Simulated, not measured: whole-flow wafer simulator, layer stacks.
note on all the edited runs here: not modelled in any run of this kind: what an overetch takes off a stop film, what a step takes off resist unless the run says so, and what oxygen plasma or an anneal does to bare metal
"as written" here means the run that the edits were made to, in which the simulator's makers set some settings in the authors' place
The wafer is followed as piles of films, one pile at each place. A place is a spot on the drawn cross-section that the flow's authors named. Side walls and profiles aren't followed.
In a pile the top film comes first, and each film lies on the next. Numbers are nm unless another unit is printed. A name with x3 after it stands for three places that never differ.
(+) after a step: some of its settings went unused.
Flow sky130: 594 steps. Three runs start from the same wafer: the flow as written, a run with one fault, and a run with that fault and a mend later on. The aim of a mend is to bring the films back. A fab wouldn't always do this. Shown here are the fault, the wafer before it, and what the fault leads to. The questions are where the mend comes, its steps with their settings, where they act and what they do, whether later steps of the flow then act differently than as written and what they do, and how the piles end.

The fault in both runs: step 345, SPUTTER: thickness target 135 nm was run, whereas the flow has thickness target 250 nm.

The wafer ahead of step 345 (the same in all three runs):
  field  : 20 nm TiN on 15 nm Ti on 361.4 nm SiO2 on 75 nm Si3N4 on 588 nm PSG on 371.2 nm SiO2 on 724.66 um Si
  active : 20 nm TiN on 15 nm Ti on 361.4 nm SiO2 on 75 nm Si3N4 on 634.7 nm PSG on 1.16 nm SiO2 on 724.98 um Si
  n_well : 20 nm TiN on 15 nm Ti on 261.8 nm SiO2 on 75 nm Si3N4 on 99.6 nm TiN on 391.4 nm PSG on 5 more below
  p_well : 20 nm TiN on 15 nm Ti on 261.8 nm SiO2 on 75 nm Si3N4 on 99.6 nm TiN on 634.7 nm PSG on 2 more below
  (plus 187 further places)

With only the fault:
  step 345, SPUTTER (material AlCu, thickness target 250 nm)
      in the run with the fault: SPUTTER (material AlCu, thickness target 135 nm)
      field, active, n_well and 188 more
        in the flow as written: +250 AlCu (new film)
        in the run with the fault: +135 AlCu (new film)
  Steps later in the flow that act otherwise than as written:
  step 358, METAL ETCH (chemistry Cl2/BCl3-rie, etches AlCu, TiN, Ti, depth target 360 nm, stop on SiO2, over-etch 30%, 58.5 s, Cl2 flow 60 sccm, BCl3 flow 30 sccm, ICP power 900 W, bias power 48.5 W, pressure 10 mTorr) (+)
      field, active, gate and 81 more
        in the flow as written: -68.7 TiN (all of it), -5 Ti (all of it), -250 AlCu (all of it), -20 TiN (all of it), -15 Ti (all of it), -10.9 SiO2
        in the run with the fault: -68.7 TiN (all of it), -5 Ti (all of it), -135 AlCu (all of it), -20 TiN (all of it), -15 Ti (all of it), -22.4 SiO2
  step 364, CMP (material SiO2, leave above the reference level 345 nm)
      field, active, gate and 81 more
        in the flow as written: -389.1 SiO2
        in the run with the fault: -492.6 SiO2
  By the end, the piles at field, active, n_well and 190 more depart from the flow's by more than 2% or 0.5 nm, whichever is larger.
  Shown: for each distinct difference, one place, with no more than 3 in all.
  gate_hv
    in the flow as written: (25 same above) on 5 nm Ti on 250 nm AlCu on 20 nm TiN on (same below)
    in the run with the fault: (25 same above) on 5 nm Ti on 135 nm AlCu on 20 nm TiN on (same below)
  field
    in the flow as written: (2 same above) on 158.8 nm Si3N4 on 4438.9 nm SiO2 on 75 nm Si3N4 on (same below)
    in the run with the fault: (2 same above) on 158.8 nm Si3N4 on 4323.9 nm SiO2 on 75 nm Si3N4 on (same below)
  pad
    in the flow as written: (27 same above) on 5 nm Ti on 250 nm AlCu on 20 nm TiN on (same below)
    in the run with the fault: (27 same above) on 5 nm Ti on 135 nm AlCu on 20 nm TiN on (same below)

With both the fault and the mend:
  The mend follows step 345.
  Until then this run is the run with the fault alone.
  step 345a, SPUTTER (material AlCu, thickness target 115 nm) (the flow's step 345, run once more with other settings)
      field, active, n_well and 188 more
        +115 AlCu
  None of the later steps of the flow acts differently than as written at any place that is followed.
  The piles end the same as the flow's at every place that both follow.
